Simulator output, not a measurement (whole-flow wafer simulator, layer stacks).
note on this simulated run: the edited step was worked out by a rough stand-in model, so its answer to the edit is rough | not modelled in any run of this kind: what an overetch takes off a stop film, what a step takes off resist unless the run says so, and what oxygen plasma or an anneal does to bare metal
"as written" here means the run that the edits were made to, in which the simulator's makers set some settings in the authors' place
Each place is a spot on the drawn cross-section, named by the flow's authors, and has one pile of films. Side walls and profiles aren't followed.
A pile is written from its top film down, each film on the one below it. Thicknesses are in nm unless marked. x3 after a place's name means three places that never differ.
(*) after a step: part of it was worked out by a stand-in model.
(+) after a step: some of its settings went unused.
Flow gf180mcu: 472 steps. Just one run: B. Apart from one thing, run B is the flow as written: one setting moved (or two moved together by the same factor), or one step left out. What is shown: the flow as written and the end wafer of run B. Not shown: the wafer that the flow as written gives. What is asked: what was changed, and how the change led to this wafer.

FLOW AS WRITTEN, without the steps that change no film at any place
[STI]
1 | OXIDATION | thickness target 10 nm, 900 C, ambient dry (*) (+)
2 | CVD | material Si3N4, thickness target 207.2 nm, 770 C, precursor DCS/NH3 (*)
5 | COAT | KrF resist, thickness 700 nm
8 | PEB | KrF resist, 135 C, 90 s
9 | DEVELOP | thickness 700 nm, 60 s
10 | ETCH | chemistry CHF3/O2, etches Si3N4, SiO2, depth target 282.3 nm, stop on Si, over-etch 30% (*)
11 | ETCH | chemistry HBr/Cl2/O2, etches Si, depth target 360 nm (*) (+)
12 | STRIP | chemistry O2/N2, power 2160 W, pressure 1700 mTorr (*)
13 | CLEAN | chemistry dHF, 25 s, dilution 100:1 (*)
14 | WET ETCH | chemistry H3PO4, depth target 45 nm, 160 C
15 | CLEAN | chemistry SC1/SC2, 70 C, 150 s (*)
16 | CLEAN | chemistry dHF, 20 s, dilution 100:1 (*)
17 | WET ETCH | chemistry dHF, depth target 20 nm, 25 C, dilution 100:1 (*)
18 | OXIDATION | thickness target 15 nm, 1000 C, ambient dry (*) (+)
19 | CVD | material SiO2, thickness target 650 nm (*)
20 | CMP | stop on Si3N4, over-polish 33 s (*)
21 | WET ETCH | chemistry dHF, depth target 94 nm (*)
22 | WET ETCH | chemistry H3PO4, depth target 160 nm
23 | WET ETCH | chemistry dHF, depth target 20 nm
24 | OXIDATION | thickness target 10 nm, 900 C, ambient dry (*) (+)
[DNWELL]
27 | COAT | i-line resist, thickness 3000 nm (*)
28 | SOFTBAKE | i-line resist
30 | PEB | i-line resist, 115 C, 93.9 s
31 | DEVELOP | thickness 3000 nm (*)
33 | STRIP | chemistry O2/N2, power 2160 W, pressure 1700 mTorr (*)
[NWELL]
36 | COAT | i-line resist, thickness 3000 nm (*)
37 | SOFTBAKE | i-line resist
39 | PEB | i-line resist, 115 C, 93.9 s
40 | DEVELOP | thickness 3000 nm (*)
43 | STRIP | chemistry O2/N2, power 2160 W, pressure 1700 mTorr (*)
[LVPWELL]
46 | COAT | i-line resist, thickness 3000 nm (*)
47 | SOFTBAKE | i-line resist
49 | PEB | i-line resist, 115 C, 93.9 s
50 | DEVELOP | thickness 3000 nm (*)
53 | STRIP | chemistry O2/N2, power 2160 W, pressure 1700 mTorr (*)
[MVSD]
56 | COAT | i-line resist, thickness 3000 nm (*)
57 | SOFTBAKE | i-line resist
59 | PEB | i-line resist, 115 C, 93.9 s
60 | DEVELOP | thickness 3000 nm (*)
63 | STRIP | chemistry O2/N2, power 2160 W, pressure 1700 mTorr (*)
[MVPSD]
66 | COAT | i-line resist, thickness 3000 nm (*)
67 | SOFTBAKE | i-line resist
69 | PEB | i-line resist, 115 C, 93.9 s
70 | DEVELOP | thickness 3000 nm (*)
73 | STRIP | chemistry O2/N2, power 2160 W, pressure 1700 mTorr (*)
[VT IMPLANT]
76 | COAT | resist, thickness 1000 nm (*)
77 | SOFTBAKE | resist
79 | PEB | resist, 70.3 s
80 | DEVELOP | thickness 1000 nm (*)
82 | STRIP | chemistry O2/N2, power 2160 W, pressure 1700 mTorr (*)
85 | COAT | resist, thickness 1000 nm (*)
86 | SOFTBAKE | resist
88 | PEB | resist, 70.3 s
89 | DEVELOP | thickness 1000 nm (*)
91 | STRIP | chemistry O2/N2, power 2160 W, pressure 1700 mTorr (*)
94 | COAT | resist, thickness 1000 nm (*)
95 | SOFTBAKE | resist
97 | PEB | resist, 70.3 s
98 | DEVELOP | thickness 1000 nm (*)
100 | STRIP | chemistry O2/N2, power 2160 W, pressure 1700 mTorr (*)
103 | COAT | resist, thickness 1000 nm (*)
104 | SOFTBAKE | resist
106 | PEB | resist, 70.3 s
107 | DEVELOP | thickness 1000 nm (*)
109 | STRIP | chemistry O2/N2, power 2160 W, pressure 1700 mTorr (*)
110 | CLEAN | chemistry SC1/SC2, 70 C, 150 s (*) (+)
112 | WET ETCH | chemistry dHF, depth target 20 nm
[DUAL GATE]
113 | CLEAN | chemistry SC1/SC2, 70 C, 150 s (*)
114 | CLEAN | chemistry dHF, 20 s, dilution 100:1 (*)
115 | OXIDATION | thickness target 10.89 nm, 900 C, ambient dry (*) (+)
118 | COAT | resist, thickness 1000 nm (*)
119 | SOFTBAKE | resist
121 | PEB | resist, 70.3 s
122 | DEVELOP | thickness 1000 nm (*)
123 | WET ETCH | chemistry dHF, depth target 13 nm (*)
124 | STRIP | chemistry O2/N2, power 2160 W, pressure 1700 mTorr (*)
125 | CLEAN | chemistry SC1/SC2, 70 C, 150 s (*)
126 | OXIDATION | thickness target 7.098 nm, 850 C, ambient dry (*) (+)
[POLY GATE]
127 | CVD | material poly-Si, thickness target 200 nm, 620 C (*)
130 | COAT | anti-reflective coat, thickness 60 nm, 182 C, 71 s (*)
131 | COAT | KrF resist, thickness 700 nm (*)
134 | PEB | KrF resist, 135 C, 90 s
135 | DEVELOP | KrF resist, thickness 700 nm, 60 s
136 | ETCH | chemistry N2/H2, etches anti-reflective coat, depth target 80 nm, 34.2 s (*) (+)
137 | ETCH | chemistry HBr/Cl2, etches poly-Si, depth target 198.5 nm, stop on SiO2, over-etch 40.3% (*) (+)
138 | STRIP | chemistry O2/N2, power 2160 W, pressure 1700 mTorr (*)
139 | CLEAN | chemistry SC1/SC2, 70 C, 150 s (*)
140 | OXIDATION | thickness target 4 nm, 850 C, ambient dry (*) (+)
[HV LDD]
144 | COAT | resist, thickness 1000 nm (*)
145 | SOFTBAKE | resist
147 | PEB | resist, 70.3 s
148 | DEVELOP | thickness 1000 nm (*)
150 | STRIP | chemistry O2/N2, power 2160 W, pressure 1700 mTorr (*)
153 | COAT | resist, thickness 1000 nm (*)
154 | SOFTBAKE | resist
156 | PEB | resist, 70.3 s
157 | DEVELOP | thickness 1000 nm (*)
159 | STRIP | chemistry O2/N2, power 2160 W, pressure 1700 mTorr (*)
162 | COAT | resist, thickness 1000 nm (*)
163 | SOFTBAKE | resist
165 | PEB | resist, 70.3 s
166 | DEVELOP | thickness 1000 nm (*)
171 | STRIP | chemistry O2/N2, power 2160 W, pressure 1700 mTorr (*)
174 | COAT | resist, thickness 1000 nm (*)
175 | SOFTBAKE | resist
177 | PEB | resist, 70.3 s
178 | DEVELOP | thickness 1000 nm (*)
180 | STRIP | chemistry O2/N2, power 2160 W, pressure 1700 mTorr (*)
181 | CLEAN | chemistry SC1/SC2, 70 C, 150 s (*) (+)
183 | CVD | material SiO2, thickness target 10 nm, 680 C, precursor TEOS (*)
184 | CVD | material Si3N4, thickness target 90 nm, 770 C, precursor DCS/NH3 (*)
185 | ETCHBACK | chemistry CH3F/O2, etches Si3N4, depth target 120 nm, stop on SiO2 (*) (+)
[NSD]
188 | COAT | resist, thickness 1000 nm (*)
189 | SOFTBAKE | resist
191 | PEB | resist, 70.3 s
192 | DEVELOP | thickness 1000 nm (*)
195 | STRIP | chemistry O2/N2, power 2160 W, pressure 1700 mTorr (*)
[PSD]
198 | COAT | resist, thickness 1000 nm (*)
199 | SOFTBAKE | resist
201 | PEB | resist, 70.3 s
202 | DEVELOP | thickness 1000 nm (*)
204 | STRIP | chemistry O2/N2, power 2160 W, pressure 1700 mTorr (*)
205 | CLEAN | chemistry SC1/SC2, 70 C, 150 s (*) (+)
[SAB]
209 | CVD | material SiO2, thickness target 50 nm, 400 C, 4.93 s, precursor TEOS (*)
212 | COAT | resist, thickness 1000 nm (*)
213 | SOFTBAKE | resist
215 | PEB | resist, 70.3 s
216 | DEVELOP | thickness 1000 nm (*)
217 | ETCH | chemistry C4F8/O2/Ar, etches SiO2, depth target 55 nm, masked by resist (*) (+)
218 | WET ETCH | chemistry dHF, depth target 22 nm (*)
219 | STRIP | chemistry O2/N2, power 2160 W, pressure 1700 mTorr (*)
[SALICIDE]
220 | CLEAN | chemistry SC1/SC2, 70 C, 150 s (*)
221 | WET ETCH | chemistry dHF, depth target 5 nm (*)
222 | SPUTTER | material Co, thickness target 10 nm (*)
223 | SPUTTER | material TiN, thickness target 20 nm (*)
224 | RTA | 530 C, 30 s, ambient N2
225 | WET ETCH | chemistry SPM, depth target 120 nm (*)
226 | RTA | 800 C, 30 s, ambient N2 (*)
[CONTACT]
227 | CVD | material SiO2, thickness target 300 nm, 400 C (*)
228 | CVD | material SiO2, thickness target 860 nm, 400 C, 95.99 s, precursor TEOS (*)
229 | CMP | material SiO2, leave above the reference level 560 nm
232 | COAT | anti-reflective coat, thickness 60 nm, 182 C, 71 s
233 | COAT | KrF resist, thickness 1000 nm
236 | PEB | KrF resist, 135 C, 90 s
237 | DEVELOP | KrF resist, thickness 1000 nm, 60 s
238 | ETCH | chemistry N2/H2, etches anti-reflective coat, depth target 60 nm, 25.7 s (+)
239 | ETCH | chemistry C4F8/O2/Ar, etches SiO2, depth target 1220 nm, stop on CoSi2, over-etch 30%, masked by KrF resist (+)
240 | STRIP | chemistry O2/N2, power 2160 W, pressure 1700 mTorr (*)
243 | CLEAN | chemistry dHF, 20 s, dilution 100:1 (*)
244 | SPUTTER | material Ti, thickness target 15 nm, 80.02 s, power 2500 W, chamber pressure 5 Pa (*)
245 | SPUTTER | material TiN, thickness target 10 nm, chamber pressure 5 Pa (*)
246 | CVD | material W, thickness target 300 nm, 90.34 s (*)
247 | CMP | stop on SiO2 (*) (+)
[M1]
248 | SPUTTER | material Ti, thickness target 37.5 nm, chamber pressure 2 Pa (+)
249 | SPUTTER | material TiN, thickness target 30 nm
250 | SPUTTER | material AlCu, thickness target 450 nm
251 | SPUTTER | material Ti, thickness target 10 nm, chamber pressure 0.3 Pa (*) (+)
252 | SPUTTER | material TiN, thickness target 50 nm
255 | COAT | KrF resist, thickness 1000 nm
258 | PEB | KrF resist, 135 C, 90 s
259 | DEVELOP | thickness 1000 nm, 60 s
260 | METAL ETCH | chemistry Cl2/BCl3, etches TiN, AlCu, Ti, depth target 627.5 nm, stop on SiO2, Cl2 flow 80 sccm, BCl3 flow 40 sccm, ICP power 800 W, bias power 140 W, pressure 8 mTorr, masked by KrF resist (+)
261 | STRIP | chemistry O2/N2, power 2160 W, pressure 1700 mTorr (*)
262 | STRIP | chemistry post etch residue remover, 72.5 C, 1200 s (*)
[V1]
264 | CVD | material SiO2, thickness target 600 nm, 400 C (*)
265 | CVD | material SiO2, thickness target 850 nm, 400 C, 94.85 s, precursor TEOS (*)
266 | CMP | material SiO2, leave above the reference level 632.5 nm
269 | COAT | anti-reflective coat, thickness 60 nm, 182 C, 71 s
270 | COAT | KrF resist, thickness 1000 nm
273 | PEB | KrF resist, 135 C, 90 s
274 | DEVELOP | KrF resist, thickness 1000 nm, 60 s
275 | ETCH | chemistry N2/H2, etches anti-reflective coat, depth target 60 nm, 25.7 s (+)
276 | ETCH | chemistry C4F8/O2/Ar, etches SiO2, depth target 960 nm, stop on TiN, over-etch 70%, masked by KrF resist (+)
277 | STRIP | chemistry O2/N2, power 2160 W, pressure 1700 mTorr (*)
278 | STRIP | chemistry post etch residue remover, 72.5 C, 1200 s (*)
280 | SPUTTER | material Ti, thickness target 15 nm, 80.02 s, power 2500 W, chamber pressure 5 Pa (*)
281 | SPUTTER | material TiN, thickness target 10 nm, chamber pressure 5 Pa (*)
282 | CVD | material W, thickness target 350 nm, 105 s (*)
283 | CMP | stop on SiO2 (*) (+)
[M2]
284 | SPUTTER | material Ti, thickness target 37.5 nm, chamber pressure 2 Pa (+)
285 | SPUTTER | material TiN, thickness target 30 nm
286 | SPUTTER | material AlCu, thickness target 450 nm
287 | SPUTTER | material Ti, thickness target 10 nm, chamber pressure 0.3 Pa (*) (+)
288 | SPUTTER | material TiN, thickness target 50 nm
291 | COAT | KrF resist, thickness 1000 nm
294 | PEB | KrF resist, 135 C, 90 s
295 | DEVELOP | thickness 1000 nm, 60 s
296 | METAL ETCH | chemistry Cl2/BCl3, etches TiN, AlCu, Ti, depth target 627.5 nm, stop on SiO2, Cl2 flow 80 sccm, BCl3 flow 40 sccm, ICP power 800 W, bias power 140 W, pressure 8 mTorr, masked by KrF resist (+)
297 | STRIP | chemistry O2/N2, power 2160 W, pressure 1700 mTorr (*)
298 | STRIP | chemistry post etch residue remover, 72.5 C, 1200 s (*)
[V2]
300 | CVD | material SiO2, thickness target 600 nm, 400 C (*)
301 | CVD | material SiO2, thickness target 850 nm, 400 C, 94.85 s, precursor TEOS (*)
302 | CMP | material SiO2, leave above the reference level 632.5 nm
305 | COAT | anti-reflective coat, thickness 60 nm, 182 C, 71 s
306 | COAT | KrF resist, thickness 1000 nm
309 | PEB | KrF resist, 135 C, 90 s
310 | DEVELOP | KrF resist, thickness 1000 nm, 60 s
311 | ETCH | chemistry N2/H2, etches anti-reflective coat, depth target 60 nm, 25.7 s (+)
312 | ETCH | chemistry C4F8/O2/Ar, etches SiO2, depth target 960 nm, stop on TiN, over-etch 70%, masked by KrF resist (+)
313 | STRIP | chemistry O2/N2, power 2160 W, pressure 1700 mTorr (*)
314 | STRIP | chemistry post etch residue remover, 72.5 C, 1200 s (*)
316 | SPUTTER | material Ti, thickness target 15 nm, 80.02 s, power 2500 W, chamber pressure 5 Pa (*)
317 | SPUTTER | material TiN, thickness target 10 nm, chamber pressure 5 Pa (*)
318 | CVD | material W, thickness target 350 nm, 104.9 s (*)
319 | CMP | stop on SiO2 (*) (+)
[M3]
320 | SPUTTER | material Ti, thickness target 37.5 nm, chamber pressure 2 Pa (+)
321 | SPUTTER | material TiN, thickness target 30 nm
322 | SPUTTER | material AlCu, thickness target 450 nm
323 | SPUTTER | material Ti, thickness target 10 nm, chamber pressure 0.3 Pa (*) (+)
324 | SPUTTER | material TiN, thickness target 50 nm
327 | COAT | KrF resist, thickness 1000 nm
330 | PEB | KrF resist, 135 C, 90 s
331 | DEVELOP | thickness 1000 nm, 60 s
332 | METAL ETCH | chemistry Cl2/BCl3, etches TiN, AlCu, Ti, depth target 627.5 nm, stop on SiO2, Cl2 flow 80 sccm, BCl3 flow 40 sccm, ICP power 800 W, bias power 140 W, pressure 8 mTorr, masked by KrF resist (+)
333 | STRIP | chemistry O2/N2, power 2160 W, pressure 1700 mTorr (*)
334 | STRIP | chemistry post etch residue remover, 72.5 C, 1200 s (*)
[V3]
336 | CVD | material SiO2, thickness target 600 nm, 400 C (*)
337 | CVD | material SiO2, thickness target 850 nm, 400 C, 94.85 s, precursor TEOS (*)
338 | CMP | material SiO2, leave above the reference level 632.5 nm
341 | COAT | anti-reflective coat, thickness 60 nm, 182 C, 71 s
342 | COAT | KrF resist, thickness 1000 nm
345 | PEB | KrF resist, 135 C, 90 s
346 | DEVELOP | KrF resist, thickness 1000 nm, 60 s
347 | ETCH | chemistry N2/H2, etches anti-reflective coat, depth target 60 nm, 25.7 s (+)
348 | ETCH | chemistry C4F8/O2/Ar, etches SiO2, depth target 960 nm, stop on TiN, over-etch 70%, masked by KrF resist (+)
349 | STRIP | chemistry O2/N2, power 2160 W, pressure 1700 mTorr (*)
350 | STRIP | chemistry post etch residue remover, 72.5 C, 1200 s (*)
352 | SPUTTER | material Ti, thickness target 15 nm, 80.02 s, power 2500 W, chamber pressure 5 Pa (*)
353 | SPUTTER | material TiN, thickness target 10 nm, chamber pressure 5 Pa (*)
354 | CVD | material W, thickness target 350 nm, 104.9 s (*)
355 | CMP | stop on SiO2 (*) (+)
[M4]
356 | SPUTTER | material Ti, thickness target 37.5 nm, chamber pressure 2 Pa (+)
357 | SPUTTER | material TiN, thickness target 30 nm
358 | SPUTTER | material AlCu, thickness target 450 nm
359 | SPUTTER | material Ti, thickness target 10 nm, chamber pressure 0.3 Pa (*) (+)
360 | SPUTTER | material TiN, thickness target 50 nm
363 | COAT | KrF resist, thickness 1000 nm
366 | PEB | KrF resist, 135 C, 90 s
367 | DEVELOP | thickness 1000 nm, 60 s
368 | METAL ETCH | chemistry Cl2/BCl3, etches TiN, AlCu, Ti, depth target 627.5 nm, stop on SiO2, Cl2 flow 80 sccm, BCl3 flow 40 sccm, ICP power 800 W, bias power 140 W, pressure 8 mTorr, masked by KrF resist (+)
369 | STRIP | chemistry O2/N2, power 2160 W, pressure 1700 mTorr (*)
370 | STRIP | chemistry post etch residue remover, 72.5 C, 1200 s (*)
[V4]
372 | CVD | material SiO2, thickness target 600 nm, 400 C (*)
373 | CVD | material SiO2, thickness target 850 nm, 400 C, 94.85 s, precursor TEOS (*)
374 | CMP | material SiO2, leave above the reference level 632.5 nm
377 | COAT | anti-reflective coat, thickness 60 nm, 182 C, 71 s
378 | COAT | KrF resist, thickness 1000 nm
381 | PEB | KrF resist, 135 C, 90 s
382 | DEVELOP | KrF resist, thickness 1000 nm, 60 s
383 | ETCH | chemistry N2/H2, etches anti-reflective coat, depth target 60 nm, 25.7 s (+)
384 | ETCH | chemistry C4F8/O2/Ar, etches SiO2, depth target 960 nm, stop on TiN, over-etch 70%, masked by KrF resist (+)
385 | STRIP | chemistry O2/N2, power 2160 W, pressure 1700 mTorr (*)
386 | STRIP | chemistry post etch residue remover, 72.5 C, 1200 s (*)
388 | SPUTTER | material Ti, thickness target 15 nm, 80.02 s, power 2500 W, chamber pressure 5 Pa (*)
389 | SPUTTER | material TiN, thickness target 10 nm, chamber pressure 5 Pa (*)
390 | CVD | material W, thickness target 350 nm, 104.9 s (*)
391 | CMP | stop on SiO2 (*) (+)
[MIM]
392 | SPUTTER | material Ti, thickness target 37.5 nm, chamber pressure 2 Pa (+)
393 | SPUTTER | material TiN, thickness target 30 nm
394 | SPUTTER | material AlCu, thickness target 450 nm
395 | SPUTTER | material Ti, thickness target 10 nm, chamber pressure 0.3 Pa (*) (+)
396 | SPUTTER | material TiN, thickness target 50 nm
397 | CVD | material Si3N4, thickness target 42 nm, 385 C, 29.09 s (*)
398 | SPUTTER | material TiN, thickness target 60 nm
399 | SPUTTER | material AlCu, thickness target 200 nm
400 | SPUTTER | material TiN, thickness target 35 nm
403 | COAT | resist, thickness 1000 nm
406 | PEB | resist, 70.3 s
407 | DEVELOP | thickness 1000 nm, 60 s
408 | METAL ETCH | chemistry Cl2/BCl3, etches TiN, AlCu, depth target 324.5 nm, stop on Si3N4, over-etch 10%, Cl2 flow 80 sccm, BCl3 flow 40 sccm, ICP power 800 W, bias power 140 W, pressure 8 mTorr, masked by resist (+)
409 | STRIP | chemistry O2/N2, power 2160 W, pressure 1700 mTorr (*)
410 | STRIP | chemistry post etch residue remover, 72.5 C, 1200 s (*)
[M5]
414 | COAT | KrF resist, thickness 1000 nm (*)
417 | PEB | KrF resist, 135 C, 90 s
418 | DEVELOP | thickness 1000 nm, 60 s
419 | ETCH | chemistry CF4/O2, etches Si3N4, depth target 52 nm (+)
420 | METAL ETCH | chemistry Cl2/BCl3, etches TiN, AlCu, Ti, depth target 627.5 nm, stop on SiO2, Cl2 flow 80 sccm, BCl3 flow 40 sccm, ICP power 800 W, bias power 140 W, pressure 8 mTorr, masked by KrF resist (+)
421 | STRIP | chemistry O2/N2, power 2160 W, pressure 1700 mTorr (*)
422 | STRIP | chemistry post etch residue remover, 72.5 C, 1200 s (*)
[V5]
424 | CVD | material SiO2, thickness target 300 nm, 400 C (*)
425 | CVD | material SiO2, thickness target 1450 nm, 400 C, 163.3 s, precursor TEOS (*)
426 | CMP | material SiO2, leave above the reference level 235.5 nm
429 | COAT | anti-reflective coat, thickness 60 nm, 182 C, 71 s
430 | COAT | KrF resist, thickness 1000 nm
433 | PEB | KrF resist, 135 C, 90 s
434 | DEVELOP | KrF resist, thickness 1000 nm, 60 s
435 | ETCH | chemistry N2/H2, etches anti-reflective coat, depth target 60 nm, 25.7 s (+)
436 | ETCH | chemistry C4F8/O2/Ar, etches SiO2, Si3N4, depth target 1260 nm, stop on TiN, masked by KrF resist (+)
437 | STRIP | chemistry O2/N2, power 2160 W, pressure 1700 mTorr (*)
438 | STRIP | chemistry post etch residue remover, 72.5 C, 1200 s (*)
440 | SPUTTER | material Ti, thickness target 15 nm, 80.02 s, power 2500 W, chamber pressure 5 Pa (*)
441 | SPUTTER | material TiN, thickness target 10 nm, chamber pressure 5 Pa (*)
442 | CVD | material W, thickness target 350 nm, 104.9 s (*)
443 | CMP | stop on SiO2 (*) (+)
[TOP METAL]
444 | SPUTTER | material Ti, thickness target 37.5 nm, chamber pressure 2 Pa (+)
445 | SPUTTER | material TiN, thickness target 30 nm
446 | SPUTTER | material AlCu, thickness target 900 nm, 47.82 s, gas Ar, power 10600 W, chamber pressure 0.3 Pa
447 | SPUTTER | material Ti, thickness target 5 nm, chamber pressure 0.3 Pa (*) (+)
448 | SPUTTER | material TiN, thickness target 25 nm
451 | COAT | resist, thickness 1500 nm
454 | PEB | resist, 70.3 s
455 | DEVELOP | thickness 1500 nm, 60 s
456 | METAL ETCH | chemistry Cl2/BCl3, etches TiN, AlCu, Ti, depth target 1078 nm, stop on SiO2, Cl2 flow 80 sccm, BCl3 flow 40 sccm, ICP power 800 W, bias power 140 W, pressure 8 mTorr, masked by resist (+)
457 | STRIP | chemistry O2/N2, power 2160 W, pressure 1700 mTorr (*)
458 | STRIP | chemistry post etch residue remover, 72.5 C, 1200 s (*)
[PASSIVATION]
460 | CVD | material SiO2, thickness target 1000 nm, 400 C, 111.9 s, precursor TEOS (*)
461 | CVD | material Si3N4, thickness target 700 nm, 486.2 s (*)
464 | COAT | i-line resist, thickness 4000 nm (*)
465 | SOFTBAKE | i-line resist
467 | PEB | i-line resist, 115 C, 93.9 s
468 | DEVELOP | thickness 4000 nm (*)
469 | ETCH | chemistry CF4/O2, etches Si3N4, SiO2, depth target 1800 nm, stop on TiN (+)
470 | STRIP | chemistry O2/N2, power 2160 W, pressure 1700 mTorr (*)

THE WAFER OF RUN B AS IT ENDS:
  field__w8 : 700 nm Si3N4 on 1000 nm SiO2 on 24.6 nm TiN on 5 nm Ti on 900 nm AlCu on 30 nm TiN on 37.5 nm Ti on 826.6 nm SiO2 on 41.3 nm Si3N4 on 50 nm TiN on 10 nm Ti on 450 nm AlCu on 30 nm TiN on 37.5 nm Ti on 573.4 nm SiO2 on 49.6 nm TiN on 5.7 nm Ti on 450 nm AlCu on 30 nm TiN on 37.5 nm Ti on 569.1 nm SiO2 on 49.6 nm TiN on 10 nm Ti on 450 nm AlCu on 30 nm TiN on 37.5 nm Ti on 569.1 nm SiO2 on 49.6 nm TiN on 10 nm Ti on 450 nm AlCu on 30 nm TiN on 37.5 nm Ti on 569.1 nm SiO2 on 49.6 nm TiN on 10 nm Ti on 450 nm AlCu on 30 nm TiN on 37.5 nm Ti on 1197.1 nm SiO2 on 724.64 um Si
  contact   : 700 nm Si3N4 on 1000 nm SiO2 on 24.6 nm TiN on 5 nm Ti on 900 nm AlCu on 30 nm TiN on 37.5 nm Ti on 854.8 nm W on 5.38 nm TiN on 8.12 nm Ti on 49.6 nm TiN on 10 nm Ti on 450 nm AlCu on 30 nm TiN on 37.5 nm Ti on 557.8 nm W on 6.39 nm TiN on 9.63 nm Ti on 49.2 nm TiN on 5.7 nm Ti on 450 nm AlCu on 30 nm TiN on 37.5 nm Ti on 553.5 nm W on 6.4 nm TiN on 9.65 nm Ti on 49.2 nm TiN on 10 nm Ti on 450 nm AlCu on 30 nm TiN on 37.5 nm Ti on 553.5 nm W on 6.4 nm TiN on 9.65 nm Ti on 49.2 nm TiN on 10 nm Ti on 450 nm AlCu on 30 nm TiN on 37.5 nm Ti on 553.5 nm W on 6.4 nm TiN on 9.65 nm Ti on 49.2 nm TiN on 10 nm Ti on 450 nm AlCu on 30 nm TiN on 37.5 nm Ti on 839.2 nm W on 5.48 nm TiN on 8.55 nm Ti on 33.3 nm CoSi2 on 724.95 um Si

Cause: step 359, SPUTTER: thickness target 5.7 nm was run, whereas the flow has thickness target 10 nm.
The wafer lets one read it off: field__w8 has Ti 5.7, and step 359 as written asks for 10 nm.

How this came from the change, step by step:
  359 | SPUTTER | material Ti, thickness target 10 nm, chamber pressure 0.3 Pa (*) (+)
      field, field__w1, field__w2 and 108 more: Ti gains 5.7 (new film) (as written it would have been: Ti gains 10 (new film))
  368 | METAL ETCH | chemistry Cl2/BCl3, etches TiN, AlCu, Ti, depth target 627.5 nm, stop on SiO2, Cl2 flow 80 sccm, BCl3 flow 40 sccm, ICP power 800 W, bias power 140 W, pressure 8 mTorr, masked by KrF resist (+)
      field, field__w1, field__w2 and 103 more: TiN loses 50 (all of it), Ti loses 5.7 (all of it), AlCu loses 450 (all of it), TiN loses 30 (all of it), Ti loses 37.5 (all of it) (as written it would have been: TiN loses 50 (all of it), Ti loses 10 (all of it), AlCu loses 450 (all of it), TiN loses 30 (all of it), Ti loses 37.5 (all of it))
